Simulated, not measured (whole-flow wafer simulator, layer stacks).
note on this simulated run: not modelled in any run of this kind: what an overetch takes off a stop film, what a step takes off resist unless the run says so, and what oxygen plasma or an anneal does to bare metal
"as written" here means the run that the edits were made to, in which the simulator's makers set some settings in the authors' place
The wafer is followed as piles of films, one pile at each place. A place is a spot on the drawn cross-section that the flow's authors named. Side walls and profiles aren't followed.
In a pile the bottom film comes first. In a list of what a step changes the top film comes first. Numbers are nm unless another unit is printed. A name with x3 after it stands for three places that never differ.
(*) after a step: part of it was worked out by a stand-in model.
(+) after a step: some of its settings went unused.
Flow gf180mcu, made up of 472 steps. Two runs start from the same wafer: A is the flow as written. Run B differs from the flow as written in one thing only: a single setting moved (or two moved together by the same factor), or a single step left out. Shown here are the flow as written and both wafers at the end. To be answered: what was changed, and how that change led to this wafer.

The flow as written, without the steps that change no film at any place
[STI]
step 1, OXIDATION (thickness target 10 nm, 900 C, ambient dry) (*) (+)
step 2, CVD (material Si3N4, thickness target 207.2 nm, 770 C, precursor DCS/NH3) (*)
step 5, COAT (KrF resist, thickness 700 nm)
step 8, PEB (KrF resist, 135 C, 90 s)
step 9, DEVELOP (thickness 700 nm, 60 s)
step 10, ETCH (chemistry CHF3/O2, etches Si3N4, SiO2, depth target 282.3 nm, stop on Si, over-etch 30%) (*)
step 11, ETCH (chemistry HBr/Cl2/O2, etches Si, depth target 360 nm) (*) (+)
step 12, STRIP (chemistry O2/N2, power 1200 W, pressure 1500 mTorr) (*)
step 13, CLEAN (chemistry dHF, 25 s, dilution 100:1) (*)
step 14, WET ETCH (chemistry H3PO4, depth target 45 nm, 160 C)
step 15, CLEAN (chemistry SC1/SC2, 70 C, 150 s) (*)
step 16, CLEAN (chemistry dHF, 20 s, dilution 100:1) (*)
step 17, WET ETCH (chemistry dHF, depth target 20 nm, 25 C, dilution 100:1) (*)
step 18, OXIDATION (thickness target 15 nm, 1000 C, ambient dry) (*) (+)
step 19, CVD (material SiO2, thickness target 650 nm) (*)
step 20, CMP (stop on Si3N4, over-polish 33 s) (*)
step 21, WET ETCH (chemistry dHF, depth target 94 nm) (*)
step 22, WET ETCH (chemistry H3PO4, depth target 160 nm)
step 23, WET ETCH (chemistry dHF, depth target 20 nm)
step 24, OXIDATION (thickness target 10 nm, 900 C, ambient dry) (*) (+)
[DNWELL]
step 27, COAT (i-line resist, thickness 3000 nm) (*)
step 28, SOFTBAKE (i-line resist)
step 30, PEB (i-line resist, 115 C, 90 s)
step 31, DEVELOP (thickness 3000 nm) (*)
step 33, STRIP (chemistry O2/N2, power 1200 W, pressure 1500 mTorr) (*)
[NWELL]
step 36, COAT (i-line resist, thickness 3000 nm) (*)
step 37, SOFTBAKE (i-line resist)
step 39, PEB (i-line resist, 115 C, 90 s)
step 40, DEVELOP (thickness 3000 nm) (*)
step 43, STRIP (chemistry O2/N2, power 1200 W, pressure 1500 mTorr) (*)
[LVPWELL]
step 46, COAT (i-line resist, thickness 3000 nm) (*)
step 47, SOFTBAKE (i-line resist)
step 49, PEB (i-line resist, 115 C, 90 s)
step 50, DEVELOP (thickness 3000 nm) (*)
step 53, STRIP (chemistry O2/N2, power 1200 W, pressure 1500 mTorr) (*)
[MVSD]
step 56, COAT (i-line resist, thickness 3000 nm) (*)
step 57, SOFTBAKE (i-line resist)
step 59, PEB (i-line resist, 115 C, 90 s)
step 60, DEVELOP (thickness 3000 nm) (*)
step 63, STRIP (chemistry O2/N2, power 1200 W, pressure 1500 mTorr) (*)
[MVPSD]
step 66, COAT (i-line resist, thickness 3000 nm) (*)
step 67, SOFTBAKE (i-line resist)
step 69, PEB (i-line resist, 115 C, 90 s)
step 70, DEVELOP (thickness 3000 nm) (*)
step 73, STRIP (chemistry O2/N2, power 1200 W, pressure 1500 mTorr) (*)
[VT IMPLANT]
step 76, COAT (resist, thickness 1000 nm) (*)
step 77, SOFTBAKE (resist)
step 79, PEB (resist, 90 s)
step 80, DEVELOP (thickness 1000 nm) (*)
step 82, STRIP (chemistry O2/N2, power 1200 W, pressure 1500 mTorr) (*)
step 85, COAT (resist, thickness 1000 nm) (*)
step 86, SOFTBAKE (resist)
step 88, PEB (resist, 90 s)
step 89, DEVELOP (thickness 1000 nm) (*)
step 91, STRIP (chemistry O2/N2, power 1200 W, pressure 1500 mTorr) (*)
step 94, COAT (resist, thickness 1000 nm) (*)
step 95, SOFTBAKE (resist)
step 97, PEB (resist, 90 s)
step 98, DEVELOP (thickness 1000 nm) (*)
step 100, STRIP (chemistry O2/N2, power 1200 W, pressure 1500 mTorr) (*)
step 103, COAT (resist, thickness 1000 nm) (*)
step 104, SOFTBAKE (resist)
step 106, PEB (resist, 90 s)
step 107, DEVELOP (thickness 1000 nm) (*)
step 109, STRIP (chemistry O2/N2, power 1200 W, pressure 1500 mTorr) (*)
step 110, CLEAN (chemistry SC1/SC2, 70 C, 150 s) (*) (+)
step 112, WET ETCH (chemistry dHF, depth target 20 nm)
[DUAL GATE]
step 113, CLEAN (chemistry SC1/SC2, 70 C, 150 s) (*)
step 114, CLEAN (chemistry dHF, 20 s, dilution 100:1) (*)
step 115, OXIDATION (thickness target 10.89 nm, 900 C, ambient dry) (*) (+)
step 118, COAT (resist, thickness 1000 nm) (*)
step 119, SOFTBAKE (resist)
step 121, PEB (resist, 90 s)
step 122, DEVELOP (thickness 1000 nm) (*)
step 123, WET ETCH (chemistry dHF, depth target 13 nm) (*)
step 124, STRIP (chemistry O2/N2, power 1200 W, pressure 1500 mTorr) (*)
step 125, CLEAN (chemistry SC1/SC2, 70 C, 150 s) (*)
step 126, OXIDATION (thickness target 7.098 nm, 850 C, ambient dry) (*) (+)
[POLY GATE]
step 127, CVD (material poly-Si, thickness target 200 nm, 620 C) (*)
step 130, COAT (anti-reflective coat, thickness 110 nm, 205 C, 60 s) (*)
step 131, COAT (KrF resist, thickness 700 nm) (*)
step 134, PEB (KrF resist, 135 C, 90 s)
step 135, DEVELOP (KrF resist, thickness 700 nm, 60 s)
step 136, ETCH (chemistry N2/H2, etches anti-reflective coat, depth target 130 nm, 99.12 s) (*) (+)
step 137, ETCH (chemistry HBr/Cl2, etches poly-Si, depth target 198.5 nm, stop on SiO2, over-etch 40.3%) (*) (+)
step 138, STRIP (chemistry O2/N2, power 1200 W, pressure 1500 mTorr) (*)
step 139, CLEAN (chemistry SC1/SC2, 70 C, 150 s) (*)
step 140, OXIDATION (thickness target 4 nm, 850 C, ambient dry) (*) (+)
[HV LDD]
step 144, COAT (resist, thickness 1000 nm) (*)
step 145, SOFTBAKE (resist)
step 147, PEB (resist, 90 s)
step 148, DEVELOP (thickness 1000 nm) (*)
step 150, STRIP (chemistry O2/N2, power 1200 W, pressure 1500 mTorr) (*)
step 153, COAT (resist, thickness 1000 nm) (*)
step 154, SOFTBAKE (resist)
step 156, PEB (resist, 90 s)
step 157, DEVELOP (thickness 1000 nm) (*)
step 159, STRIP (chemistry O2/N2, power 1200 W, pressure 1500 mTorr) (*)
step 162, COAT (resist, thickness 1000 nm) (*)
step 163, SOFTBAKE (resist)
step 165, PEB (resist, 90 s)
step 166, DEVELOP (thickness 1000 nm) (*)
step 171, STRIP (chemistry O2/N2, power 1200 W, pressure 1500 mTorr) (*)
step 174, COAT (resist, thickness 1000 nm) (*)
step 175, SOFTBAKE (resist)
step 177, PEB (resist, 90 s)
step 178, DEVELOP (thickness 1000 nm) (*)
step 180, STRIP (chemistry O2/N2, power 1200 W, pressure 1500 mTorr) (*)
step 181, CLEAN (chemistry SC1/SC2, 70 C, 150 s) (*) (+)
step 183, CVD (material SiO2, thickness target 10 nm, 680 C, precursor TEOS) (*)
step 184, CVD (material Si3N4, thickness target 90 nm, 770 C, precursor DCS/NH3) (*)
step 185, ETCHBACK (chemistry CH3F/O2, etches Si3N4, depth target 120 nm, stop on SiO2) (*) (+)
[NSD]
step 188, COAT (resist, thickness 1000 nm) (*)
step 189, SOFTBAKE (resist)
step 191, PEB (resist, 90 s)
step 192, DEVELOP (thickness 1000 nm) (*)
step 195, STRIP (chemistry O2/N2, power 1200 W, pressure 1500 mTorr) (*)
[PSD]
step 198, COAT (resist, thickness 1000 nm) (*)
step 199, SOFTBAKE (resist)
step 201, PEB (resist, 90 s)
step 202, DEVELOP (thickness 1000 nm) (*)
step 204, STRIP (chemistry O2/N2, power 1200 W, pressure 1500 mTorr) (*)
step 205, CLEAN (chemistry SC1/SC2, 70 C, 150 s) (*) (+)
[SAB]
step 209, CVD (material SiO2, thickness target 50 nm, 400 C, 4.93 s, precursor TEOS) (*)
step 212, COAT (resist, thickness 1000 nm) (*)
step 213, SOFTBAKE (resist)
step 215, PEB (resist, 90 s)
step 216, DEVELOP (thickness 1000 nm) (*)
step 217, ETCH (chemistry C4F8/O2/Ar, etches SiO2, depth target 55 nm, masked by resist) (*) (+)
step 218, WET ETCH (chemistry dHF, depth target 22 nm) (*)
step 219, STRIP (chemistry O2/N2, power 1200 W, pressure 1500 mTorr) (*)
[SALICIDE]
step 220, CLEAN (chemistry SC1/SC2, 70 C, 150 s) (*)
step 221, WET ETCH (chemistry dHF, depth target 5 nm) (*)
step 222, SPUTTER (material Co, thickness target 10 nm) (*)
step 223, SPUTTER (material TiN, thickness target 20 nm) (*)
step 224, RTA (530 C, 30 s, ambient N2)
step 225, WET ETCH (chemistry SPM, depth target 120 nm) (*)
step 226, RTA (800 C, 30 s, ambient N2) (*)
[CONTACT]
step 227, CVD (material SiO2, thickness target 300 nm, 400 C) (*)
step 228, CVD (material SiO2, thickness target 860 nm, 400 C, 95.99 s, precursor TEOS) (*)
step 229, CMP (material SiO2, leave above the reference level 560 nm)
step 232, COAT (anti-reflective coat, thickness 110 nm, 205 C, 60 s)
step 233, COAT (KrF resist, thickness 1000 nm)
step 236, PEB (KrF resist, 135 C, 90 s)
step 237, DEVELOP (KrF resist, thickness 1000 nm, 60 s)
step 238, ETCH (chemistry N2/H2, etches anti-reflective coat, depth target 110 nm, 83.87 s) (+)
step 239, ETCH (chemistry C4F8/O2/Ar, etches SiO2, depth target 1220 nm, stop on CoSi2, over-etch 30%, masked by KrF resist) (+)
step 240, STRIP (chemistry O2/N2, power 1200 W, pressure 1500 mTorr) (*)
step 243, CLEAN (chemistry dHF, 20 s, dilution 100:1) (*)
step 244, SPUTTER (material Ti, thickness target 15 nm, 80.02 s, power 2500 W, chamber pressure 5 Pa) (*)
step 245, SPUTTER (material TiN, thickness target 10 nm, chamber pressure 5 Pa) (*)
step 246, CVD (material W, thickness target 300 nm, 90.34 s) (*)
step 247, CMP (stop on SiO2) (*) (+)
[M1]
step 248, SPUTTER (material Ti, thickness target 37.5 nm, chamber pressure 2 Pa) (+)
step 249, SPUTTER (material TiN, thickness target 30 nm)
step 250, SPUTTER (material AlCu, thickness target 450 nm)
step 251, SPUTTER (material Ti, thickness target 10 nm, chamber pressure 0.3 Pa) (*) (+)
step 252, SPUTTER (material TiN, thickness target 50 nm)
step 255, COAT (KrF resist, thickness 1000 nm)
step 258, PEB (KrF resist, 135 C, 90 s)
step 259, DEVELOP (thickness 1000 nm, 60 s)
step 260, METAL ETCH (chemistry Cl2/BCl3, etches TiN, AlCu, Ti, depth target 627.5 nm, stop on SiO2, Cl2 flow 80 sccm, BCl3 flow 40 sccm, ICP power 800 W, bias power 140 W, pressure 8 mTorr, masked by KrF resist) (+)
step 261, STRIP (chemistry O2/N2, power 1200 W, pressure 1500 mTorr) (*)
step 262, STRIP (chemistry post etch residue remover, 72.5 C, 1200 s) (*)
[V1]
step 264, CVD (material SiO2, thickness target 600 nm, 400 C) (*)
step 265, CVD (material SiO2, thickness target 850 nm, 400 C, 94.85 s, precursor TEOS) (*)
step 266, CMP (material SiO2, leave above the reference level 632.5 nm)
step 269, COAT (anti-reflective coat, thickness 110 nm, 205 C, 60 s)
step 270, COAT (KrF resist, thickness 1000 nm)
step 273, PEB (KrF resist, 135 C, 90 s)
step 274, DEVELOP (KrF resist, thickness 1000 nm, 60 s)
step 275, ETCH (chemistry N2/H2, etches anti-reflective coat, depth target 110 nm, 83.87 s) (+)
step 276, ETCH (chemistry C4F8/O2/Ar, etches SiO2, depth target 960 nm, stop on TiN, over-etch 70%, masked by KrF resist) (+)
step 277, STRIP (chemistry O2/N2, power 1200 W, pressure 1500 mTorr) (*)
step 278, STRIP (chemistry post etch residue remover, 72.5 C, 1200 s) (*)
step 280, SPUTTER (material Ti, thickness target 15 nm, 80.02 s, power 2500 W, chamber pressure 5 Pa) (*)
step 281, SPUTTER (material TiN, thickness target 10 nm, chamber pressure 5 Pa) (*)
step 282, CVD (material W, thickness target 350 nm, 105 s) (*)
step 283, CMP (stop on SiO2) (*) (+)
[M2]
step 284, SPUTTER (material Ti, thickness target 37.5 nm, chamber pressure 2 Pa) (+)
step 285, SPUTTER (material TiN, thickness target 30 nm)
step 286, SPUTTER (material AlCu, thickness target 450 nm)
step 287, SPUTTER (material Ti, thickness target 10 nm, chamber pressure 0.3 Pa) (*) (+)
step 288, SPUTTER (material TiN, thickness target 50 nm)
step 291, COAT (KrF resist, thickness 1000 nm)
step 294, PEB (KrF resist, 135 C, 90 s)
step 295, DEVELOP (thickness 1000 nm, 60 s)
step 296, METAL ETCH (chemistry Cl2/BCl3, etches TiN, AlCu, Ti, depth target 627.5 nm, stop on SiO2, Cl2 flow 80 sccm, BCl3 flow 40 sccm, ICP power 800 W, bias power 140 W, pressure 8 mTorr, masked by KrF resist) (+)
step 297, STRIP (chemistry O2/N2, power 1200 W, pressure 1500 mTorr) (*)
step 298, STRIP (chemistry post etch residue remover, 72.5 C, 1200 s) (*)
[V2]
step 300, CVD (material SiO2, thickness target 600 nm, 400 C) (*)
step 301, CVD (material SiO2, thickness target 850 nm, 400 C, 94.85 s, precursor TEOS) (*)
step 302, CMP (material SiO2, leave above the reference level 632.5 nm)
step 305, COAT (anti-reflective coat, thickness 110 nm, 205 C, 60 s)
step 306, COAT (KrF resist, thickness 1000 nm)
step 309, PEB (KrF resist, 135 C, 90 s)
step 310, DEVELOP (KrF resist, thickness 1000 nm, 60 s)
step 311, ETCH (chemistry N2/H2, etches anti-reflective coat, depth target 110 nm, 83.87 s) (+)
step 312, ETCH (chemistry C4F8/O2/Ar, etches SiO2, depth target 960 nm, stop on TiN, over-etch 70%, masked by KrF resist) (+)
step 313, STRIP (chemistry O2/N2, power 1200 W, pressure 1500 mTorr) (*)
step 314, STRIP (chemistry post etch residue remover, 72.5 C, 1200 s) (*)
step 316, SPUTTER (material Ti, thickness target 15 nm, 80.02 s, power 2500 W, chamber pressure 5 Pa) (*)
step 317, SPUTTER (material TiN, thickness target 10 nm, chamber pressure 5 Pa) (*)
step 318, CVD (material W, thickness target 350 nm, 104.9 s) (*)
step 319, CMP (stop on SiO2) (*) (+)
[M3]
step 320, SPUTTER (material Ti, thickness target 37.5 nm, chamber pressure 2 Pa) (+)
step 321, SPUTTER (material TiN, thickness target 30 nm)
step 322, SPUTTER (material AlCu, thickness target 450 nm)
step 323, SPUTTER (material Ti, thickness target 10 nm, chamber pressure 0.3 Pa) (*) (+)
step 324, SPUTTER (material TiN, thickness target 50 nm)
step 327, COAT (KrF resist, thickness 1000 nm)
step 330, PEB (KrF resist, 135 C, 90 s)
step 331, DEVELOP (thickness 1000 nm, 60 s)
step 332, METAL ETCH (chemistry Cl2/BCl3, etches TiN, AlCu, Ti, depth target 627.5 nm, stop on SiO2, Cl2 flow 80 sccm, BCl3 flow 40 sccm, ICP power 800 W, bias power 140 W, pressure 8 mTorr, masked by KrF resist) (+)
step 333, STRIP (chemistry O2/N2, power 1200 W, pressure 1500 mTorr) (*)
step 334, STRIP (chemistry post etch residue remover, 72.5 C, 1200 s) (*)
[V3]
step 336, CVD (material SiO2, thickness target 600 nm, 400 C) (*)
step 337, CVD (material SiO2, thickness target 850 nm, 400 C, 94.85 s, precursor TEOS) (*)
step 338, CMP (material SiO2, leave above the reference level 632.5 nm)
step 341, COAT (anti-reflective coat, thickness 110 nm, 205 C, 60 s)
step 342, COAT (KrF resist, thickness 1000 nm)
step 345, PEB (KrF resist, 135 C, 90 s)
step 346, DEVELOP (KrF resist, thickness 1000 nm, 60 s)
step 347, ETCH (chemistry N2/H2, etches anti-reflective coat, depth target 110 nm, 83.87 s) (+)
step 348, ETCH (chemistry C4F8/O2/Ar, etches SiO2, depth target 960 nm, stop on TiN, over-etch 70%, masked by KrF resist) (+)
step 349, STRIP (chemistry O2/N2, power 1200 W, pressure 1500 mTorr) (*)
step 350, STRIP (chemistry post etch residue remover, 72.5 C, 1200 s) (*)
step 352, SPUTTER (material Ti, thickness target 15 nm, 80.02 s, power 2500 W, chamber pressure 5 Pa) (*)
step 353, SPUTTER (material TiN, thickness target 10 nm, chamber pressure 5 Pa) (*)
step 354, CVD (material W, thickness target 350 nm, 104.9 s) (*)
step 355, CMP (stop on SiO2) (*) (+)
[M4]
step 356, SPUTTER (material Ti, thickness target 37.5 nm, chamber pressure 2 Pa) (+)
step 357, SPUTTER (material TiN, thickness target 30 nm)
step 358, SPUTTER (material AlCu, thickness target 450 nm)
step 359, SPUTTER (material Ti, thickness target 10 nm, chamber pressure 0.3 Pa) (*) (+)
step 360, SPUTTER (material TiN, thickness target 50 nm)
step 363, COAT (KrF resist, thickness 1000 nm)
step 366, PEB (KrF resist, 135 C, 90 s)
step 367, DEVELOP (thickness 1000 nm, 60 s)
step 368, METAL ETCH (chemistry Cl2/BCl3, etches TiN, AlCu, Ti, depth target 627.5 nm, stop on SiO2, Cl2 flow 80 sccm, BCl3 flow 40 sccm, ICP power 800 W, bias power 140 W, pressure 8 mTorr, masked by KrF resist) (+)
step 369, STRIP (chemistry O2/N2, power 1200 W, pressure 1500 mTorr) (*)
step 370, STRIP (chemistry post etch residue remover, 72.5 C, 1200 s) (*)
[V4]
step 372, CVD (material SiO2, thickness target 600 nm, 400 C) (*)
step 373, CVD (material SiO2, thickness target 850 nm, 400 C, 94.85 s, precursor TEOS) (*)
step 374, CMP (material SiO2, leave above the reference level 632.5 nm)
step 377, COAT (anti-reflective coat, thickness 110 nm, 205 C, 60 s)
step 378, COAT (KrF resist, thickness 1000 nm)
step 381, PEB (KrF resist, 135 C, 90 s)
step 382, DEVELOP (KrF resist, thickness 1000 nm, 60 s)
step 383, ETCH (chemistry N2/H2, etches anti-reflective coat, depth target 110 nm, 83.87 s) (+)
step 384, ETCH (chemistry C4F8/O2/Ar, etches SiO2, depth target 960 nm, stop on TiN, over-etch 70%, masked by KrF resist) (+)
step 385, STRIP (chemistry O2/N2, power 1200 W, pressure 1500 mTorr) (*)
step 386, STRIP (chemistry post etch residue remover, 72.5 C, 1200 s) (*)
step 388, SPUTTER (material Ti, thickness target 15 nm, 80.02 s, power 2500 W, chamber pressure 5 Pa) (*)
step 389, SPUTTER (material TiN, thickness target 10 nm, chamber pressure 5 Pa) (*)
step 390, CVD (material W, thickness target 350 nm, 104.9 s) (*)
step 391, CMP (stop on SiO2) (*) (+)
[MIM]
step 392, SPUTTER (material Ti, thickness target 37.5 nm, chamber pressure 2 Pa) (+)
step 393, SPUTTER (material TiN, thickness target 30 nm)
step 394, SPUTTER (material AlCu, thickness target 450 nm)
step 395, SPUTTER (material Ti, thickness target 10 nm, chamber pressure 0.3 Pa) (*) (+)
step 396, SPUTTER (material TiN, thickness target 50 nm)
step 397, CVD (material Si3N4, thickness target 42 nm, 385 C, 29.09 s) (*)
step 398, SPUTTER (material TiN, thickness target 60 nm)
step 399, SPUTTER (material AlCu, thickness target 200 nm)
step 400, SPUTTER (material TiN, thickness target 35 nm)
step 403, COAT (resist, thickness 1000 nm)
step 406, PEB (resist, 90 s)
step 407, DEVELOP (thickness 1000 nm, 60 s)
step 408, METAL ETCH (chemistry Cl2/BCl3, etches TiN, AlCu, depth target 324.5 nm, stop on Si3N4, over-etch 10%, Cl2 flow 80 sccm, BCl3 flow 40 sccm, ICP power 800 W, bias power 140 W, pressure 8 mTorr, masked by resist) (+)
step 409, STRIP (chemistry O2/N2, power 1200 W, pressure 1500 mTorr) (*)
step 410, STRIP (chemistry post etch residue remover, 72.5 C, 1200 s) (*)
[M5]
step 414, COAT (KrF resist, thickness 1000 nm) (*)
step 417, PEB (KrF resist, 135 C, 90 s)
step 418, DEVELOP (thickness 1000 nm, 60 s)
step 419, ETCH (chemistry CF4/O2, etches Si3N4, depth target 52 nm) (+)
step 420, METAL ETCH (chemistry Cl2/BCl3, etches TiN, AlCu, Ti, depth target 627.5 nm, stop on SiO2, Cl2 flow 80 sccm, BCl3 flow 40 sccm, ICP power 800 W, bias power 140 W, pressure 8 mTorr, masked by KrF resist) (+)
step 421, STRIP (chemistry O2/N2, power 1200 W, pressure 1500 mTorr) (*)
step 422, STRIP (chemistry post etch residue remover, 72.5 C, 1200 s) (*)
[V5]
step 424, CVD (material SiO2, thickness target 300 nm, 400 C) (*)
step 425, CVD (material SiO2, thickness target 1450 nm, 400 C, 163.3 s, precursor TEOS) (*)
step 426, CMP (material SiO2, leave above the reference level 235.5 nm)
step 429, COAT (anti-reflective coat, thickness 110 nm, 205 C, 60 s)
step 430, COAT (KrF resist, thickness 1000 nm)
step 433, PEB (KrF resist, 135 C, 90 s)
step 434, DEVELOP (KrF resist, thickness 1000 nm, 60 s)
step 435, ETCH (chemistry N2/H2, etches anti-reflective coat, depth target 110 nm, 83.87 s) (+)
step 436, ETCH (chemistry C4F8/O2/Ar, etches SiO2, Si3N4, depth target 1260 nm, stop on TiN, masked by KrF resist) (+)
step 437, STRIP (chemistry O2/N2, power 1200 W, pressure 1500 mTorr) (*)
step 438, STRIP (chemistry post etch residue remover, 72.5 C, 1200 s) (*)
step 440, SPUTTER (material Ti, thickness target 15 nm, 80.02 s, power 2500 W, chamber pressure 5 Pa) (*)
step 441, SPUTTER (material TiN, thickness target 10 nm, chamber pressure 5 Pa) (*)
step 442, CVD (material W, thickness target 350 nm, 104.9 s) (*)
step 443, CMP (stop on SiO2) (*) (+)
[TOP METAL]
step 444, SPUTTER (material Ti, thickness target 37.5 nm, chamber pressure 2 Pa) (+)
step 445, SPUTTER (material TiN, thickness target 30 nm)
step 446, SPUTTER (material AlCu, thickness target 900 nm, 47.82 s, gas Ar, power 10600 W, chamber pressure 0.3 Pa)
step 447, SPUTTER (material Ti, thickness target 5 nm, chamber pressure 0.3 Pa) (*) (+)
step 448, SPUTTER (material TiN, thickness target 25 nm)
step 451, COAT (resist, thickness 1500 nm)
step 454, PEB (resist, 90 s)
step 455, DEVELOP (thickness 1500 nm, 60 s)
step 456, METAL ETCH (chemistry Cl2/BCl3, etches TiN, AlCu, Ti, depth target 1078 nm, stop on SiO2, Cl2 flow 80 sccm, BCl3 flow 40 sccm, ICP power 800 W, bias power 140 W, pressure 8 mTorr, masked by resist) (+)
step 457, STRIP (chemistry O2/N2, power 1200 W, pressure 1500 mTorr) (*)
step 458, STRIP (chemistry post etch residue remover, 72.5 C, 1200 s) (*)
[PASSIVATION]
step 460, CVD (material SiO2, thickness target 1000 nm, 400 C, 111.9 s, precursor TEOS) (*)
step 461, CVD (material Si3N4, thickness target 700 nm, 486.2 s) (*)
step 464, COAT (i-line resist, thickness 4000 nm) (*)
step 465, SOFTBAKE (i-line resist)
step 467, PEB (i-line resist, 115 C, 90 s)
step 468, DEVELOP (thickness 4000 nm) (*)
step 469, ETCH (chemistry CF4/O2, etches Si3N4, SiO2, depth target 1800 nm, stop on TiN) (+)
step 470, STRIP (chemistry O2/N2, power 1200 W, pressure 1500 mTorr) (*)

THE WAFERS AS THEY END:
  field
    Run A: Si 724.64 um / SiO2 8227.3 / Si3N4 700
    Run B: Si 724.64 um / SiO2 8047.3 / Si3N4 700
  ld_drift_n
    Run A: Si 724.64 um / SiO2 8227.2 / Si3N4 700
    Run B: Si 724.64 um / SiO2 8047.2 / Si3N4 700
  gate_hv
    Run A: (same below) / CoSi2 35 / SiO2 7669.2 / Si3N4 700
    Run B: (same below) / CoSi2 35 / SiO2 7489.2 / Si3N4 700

What caused this: step 358, SPUTTER: thickness target 270 nm was run, while the flow as written has thickness target 450 nm.

Step by step, how the change led to this:
  step 358, SPUTTER (material AlCu, thickness target 450 nm)
      field, field__w1, field__w2 and 108 more: A AlCu gains 450 (new film) | B AlCu gains 270 (new film)
  step 368, METAL ETCH (chemistry Cl2/BCl3, etches TiN, AlCu, Ti, depth target 627.5 nm, stop on SiO2, Cl2 flow 80 sccm, BCl3 flow 40 sccm, ICP power 800 W, bias power 140 W, pressure 8 mTorr, masked by KrF resist) (+)
      field, field__w1, field__w2 and 103 more: A TiN loses 50 (all of it), Ti loses 10 (all of it), AlCu loses 450 (all of it), TiN loses 30 (all of it), Ti loses 37.5 (all of it) | B TiN loses 50 (all of it), Ti loses 10 (all of it), AlCu loses 270 (all of it), TiN loses 30 (all of it), Ti loses 37.5 (all of it)
      field__w8, contact, m1, m1__w1, m1_nw: A KrF resist loses 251 | B KrF resist loses 238.5
  step 374, CMP (material SiO2, leave above the reference level 632.5 nm)
      field, field__w1, field__w2 and 103 more: A SiO2 loses 300 | B SiO2 loses 480
